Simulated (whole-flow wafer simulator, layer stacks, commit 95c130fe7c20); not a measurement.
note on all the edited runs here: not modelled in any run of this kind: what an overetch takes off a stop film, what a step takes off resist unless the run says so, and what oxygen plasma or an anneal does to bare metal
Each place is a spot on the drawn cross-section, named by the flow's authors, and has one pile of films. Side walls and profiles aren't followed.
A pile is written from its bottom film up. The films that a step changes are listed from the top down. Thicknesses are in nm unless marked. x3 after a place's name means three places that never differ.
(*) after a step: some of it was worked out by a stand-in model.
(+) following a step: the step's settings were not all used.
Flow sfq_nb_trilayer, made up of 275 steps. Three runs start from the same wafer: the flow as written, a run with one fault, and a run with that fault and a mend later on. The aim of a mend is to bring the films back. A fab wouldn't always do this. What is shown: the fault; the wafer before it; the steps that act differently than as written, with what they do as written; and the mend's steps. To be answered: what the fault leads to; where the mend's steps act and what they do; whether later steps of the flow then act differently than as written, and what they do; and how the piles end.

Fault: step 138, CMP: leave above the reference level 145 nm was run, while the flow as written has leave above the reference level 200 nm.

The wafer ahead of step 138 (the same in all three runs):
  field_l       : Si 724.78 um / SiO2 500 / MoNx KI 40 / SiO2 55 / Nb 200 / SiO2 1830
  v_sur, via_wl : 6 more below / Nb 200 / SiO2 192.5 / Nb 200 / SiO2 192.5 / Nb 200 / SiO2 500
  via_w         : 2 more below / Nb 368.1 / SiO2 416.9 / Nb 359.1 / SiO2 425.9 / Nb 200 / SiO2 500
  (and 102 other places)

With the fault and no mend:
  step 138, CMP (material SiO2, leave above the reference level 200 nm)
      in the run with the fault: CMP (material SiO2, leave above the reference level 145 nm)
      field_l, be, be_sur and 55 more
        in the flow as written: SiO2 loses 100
        in the run with the fault: SiO2 loses 155
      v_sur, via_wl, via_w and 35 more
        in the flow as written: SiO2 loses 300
        in the run with the fault: SiO2 loses 355
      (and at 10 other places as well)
  Steps further on in the flow that do not act as written (not shown: 6 more steps that differ only slightly, by at most 2% or 0.5 nm, whichever is larger):
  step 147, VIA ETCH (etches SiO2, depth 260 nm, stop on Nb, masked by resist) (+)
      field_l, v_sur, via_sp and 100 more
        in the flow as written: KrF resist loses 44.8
        in the run with the fault: KrF resist loses 37.5
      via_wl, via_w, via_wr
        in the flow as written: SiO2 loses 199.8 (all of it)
        in the run with the fault: SiO2 loses 144.8 (all of it)
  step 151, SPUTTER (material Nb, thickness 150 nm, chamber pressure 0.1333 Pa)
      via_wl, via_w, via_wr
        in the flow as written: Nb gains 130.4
        in the run with the fault: Nb gains 136.8
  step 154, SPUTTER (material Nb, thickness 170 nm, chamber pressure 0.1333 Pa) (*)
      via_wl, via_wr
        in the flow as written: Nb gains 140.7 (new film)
        in the run with the fault: Nb gains 150.3 (new film)
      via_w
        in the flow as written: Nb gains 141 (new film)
        in the run with the fault: Nb gains 150.6 (new film)
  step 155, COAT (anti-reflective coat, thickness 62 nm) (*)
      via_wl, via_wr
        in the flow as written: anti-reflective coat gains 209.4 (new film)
        in the run with the fault: anti-reflective coat gains 159.2 (new film)
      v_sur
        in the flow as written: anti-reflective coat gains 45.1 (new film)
        in the run with the fault: anti-reflective coat gains 47.3 (new film)
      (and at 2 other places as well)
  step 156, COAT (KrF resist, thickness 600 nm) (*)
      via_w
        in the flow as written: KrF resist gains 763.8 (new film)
        in the run with the fault: KrF resist gains 711.7 (new film)
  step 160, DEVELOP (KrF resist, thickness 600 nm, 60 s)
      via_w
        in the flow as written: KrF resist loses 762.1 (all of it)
        in the run with the fault: KrF resist loses 710.1 (all of it)
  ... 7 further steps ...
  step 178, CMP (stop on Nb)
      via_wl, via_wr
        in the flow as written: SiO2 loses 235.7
        in the run with the fault: SiO2 loses 297.1
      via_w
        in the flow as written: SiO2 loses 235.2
        in the run with the fault: SiO2 loses 296.5
  The piles end different from the flow's at v_sur, via_wl, via_w and 86 more by more than 2% or 0.5 nm, whichever is larger.
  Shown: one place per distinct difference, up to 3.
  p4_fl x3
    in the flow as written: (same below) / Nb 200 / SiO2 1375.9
    in the run with the fault: (same below) / Nb 200 / SiO2 1320.9
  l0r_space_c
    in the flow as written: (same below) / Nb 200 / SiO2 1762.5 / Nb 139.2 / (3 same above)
    in the run with the fault: (same below) / Nb 200 / SiO2 1707.5 / Nb 139.2 / (3 same above)
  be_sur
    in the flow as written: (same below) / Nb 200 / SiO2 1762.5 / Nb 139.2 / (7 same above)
    in the run with the fault: (same below) / Nb 200 / SiO2 1707.5 / Nb 139.2 / (7 same above)

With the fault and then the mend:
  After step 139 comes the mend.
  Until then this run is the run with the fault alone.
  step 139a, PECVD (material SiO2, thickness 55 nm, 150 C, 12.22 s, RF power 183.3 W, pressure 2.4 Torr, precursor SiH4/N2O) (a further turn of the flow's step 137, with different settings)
      field_l, v_sur, via_wl and 103 more
        SiO2 gains 55
  Later steps of the flow that are run all act as written at every place that is followed, up to a difference of at most 2% or 0.5 nm, whichever is larger.
  By the end, the piles equal the flow's at every place that both follow.
